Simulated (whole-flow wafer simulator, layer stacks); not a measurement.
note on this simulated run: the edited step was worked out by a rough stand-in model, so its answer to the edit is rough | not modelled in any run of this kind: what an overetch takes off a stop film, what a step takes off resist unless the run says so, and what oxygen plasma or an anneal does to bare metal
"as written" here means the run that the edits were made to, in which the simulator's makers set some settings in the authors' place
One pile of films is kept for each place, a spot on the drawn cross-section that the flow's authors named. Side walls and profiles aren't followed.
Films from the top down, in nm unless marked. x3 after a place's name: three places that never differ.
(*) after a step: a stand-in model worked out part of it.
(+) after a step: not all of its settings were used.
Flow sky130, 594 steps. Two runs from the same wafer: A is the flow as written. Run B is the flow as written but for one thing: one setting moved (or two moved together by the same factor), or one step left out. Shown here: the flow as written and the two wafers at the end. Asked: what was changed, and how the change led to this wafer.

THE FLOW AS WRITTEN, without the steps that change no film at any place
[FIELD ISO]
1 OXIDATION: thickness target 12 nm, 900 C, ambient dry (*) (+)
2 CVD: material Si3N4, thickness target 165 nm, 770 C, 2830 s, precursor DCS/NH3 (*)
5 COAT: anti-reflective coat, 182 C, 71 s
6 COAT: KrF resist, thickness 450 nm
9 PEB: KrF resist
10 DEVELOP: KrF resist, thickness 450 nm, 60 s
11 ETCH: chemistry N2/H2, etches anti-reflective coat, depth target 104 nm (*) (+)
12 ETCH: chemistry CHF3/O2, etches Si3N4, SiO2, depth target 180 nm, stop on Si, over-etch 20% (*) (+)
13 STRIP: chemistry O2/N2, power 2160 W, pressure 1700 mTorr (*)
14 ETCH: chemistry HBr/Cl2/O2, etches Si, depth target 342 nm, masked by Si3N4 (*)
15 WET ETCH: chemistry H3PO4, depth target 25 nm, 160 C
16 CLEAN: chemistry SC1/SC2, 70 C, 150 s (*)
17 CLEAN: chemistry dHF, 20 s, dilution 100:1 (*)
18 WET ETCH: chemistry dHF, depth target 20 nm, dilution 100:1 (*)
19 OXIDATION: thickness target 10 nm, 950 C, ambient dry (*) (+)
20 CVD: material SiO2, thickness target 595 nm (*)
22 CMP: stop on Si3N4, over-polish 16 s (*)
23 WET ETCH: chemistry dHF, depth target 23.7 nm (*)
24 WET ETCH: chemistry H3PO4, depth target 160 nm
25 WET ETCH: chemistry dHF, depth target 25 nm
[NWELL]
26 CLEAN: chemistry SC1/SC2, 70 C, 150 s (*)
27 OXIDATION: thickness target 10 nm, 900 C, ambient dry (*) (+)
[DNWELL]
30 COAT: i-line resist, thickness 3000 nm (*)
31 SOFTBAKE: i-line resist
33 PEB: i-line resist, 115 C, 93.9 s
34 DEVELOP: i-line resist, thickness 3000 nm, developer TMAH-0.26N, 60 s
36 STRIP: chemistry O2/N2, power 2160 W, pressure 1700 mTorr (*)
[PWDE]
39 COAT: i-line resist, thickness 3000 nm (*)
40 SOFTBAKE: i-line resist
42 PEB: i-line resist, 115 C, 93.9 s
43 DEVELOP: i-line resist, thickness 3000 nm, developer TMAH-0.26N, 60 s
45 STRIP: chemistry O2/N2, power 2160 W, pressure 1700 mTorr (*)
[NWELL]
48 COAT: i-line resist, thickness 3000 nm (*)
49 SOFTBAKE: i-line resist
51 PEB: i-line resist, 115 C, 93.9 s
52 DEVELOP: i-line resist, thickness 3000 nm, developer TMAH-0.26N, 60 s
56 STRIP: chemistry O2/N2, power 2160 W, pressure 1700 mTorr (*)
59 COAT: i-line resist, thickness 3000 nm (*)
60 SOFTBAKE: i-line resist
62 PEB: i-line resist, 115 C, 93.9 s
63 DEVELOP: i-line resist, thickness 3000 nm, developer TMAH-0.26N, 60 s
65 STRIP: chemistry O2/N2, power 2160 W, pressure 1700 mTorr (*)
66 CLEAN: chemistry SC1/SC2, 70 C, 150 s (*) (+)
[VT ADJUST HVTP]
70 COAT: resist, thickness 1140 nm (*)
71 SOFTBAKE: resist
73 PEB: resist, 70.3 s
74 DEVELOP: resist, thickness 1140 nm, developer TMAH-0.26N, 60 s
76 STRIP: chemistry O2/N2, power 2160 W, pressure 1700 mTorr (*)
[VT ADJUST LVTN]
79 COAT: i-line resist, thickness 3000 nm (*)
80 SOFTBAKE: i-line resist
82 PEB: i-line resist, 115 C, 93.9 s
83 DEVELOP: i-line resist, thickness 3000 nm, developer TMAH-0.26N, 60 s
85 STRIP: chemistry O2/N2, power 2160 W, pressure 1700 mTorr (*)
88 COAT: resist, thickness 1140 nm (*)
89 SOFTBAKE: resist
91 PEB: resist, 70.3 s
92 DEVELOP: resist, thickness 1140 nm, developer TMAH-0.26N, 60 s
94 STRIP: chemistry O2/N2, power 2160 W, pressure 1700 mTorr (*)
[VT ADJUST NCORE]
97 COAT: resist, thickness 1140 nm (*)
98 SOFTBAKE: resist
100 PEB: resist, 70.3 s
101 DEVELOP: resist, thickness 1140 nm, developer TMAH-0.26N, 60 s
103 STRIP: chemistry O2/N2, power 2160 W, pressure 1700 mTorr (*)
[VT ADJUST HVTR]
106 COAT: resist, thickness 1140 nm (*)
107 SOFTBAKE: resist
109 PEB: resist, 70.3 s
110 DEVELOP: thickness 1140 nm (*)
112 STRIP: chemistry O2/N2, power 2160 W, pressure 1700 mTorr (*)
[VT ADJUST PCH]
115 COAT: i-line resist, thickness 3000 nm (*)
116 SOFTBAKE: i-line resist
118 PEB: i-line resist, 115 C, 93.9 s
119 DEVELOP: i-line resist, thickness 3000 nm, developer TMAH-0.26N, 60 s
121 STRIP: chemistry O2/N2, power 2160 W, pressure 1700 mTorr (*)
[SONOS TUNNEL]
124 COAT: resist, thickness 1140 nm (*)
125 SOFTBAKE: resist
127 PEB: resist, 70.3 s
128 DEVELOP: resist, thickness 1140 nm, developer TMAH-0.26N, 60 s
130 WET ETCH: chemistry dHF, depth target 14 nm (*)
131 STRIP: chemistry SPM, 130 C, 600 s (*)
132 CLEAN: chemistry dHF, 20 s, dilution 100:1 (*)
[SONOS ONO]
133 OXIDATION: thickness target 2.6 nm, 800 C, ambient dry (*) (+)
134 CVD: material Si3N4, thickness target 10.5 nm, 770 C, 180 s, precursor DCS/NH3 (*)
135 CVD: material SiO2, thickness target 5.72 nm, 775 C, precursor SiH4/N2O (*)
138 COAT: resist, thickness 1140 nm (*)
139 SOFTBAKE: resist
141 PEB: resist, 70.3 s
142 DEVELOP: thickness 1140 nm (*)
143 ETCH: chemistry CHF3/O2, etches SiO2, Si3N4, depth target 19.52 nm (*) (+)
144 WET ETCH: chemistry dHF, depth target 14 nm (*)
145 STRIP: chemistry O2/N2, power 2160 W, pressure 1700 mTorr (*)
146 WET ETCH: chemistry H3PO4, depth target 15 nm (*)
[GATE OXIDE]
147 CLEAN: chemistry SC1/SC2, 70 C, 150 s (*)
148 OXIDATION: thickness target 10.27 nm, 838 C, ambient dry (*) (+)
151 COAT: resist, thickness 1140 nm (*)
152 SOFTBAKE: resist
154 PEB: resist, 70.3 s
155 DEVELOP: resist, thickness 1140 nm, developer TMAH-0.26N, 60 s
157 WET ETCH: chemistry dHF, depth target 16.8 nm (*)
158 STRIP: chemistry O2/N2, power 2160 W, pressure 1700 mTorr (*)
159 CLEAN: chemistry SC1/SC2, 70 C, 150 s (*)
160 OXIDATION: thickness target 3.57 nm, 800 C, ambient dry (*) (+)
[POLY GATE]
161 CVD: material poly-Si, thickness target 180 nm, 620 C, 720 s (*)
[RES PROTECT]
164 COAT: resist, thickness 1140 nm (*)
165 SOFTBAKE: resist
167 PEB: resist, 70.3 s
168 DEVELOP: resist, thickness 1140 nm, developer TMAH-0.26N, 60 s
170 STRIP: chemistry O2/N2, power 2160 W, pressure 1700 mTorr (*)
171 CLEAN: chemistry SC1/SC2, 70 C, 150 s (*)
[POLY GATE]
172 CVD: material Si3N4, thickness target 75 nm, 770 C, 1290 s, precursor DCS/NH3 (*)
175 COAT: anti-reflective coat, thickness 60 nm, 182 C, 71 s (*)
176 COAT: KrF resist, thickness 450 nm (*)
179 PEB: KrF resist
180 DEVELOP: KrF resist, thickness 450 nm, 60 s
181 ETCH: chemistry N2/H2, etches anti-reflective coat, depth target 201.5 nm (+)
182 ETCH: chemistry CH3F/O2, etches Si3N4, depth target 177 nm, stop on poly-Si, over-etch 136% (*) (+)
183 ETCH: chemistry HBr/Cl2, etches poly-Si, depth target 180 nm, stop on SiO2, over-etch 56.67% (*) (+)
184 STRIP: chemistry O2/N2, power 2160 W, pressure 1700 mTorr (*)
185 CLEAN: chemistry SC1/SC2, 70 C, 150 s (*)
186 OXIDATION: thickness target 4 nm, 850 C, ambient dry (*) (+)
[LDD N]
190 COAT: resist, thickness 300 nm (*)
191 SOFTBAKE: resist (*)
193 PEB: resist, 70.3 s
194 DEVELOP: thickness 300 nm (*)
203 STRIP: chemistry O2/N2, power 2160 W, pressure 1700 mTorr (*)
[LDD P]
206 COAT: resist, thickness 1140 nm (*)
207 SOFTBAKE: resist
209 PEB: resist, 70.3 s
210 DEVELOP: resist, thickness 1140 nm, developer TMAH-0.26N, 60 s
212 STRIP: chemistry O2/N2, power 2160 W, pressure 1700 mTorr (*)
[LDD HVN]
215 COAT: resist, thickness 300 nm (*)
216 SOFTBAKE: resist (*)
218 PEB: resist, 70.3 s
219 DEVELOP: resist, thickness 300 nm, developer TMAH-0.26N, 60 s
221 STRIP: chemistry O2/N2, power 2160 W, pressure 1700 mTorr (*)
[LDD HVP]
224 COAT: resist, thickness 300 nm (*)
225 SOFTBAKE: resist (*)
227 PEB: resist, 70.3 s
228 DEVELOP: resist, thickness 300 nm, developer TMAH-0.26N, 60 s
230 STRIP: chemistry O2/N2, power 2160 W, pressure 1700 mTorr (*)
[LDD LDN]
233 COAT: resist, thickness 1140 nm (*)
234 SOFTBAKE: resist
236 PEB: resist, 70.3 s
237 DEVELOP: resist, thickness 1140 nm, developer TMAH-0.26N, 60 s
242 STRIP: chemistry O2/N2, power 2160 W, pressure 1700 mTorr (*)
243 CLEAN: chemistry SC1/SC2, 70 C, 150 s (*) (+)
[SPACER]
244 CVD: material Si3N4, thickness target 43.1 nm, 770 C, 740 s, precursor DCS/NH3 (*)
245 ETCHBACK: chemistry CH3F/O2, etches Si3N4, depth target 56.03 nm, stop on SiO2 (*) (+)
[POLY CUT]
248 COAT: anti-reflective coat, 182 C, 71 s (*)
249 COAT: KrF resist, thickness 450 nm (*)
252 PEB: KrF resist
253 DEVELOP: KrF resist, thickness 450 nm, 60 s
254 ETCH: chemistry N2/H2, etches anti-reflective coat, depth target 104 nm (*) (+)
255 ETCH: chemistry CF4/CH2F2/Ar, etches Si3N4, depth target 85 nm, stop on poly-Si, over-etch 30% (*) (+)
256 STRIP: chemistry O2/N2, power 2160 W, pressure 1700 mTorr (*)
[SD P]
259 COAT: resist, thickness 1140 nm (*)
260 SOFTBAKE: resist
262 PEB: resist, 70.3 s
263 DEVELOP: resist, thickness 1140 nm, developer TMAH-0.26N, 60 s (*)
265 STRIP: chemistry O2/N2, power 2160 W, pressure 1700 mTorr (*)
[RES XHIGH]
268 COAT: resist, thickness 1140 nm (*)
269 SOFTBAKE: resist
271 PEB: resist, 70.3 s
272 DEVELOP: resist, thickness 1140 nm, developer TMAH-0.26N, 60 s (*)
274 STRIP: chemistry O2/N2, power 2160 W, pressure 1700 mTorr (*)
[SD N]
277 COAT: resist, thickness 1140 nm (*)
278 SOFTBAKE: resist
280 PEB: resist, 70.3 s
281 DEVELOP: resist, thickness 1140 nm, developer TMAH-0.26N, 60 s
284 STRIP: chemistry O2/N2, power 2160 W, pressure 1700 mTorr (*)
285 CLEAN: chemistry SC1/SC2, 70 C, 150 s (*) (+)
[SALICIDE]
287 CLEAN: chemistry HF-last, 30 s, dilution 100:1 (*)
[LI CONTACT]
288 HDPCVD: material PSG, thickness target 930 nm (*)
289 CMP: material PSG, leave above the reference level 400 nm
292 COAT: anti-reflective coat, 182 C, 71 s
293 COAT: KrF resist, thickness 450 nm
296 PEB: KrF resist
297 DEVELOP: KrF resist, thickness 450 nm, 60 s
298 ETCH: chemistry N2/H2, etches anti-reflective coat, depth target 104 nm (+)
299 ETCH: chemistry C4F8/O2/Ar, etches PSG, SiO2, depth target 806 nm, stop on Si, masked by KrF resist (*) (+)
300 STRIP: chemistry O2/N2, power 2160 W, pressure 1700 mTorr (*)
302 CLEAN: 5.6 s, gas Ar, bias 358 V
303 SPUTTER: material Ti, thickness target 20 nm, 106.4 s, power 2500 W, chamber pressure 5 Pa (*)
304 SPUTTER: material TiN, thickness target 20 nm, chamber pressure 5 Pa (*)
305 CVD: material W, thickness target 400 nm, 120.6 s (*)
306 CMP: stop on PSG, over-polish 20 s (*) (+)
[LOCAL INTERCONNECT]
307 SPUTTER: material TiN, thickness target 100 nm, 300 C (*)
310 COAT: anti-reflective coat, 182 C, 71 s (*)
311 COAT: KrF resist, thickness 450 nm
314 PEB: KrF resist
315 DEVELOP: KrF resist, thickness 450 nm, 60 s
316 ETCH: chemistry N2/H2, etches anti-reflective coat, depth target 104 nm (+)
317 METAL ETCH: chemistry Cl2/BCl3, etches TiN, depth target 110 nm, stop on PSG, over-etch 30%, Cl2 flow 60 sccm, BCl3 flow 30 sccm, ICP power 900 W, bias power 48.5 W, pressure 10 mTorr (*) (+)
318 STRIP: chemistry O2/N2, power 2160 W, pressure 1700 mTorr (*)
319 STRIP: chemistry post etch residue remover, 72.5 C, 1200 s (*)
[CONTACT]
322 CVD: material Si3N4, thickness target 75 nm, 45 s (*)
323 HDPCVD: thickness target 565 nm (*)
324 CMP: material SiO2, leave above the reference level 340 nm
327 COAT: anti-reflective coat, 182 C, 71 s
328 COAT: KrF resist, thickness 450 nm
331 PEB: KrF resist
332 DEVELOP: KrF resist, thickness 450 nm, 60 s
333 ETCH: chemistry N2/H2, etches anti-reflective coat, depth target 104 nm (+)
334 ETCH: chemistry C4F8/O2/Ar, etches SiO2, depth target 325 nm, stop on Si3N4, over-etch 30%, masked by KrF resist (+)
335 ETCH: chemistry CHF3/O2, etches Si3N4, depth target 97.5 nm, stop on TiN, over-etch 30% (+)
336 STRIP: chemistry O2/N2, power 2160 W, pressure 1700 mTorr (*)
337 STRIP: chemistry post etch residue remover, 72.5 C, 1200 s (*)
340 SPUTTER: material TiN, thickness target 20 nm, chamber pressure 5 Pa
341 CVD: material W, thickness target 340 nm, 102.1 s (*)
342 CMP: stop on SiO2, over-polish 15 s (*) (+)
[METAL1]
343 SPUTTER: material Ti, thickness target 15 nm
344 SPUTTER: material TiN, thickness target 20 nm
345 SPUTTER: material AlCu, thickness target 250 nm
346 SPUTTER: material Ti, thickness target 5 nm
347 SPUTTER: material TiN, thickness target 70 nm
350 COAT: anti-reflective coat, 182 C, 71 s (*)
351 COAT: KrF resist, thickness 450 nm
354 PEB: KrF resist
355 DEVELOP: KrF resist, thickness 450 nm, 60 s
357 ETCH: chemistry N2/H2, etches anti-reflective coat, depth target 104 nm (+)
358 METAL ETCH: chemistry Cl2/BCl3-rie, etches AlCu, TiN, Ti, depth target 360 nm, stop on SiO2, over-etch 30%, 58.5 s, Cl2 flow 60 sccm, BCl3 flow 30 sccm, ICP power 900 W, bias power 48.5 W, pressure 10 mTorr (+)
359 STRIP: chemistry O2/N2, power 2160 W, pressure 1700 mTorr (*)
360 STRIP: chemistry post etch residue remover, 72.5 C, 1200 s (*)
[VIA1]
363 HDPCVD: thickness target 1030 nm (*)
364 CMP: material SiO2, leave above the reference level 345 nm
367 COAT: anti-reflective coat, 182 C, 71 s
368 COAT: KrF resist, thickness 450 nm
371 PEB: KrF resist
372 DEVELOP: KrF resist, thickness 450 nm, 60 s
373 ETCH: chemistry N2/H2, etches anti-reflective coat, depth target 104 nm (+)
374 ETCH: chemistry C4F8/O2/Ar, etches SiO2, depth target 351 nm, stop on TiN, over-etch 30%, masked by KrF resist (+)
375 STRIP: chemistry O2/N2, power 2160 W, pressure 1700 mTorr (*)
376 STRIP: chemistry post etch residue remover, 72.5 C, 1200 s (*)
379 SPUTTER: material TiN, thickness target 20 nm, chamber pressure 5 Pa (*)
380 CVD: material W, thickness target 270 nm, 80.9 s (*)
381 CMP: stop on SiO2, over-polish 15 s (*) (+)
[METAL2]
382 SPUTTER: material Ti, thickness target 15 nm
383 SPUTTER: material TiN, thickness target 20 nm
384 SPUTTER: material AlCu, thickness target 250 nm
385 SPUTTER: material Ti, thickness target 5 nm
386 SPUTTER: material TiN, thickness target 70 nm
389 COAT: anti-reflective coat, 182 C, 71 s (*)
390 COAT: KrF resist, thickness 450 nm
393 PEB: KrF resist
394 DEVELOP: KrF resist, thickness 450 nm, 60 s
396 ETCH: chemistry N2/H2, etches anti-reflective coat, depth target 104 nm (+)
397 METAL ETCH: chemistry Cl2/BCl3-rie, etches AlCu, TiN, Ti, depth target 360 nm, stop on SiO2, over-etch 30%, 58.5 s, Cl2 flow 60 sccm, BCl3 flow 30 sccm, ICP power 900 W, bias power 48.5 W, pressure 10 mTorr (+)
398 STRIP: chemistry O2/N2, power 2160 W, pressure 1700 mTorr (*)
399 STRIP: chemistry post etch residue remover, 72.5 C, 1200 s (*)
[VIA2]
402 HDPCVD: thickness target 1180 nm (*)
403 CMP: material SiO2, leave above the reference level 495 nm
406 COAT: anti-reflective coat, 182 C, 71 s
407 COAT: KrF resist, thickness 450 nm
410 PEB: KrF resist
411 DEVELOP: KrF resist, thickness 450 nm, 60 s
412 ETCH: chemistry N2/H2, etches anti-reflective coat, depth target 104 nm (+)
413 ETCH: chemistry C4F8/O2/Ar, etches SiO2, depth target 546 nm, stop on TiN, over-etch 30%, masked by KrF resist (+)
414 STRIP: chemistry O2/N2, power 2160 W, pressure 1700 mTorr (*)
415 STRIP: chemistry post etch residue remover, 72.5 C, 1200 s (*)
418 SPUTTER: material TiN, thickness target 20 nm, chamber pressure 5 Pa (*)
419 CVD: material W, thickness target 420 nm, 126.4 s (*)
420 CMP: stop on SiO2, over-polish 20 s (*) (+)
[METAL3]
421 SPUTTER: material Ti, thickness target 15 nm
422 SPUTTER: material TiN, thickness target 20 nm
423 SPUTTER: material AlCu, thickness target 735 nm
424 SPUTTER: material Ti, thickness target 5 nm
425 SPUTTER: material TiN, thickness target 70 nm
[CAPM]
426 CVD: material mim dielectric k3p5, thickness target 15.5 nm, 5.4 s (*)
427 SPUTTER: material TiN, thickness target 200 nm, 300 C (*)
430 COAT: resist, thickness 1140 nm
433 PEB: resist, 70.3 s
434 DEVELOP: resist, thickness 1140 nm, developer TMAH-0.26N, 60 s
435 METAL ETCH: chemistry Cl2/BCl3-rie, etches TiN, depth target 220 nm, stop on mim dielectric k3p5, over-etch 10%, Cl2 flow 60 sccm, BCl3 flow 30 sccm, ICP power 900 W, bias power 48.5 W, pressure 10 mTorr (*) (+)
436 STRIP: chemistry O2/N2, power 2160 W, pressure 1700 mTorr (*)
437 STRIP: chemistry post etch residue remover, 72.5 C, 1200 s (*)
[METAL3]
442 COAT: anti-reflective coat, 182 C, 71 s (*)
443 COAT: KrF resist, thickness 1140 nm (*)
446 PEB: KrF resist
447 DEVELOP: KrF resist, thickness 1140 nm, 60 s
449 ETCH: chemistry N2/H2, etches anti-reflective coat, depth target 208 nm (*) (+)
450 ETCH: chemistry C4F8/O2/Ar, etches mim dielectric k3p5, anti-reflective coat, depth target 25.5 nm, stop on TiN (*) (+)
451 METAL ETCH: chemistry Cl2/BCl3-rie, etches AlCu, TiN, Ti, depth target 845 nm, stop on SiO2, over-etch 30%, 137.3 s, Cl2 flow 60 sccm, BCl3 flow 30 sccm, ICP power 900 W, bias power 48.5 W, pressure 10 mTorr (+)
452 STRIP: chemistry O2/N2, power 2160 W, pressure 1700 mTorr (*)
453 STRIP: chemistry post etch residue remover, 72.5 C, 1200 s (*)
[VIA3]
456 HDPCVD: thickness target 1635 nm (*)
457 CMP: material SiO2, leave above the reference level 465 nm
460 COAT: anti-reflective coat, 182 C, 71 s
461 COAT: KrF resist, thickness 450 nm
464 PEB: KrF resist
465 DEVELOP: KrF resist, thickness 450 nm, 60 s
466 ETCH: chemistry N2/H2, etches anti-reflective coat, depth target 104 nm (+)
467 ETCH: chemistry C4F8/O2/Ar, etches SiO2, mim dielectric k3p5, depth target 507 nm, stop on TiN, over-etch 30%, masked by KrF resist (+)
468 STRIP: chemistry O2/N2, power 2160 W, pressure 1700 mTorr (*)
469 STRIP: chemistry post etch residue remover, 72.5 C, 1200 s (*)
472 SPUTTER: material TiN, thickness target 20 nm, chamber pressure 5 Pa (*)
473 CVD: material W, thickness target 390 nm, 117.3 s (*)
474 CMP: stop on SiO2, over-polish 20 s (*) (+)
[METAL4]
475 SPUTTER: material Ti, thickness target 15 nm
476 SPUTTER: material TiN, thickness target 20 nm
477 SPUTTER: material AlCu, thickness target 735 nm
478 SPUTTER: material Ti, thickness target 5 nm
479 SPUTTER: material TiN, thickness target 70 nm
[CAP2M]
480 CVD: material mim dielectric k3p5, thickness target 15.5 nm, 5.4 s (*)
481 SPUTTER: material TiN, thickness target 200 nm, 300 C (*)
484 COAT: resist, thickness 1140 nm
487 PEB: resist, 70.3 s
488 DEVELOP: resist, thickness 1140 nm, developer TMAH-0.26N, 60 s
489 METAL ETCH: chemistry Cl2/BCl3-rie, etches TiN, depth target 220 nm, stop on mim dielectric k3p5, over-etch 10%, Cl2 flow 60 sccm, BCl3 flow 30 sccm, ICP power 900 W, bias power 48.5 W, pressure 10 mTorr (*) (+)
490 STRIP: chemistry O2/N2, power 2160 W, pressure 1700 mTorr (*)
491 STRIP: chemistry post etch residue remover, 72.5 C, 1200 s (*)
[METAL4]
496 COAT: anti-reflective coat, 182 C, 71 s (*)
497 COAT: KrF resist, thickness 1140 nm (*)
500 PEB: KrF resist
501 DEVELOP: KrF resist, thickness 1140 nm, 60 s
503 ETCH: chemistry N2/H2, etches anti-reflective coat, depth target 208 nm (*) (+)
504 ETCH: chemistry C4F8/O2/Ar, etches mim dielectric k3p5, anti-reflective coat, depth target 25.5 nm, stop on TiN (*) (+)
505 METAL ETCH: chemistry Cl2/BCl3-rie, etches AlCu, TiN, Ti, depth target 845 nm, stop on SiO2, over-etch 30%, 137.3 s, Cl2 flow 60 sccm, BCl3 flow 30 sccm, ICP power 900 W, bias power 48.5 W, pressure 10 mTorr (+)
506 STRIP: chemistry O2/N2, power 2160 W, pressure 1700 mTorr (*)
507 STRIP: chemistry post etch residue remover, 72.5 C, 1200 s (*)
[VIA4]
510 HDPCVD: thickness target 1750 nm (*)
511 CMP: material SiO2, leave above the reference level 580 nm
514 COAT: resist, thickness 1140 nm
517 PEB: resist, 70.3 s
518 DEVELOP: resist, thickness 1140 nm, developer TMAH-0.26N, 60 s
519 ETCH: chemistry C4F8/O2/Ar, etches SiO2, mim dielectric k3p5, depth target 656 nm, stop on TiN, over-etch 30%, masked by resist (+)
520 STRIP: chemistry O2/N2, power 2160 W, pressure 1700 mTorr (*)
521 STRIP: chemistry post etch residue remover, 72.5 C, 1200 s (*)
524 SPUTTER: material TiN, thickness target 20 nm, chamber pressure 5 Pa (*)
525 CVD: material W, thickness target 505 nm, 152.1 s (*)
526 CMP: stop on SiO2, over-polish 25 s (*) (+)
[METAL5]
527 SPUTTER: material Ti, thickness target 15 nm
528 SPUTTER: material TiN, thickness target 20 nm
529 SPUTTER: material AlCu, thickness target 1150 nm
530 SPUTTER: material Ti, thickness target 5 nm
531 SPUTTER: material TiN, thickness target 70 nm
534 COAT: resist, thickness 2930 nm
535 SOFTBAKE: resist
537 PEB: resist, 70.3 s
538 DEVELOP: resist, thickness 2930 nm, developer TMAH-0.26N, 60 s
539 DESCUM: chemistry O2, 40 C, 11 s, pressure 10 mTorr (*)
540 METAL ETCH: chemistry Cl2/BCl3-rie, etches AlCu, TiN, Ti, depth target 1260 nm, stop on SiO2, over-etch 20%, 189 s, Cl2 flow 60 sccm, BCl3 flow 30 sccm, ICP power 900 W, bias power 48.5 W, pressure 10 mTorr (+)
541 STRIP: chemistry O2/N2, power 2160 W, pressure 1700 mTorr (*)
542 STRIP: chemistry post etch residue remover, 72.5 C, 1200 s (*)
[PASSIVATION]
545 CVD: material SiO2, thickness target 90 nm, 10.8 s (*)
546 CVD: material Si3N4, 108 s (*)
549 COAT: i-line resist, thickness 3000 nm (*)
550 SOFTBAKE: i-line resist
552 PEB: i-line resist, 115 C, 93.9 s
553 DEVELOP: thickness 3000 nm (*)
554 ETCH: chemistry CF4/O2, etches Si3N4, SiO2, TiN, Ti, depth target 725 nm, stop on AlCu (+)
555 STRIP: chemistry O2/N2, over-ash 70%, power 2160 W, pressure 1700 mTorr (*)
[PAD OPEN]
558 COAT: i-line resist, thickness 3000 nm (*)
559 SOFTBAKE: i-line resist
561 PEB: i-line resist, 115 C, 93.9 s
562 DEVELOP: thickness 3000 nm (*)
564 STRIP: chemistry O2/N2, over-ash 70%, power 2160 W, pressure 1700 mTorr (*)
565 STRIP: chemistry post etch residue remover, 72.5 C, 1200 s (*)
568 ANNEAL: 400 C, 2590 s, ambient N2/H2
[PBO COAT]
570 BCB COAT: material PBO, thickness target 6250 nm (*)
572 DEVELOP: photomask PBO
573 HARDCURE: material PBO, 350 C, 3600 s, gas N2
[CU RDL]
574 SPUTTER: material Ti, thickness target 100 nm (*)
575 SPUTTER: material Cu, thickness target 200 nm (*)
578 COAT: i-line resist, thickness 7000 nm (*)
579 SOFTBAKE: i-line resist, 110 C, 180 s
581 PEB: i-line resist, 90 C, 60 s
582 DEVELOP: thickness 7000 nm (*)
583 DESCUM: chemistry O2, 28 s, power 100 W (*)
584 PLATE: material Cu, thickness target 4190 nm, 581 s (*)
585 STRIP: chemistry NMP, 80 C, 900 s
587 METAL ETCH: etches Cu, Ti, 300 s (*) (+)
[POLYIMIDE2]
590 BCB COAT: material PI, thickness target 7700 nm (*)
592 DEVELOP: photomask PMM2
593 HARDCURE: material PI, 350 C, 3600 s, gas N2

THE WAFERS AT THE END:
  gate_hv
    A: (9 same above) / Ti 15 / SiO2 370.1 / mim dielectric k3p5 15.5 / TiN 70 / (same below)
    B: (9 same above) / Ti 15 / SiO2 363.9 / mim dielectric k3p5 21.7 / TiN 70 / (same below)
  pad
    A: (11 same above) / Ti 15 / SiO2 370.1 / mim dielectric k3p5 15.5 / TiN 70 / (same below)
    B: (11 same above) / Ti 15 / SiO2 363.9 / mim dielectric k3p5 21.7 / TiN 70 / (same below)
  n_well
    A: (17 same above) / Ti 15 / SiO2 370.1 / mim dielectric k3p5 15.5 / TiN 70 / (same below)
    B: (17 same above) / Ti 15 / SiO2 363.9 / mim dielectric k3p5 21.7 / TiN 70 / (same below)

The cause: step 426, CVD: thickness target 21.7 nm was run, where the flow has thickness target 15.5 nm; step 426, CVD: 7.56 s was run, where the flow has 5.4 s.
It can be read off the wafer: gate_hv has mim dielectric k3p5 21.7, and step 426 as written asks for 15.5 nm.

How the change led to this, step by step:
  426 CVD: material mim dielectric k3p5, thickness target 15.5 nm, 5.4 s (*)
      field, active, n_well and 188 more: A mim dielectric k3p5 +15.5 (new film) | B mim dielectric k3p5 +21.7 (new film)
  450 ETCH: chemistry C4F8/O2/Ar, etches mim dielectric k3p5, anti-reflective coat, depth target 25.5 nm, stop on TiN (*) (+)
      n_well, p_well, gate_hv and 104 more: A KrF resist -15.5 | B KrF resist -17
      field, active, gate and 82 more: A mim dielectric k3p5 -15.5 (all of it) | B mim dielectric k3p5 -21.7 (all of it)
  467 ETCH: chemistry C4F8/O2/Ar, etches SiO2, mim dielectric k3p5, depth target 507 nm, stop on TiN, over-etch 30%, masked by KrF resist (+)
      m1: A SiO2 -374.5 (all of it), mim dielectric k3p5 -15.5 (all of it) | B SiO2 -368.3 (all of it), mim dielectric k3p5 -21.7 (all of it)
      via3_hole: A SiO2 -373.9 (all of it), mim dielectric k3p5 -15.5 (all of it) | B SiO2 -367.7 (all of it), mim dielectric k3p5 -21.7 (all of it)
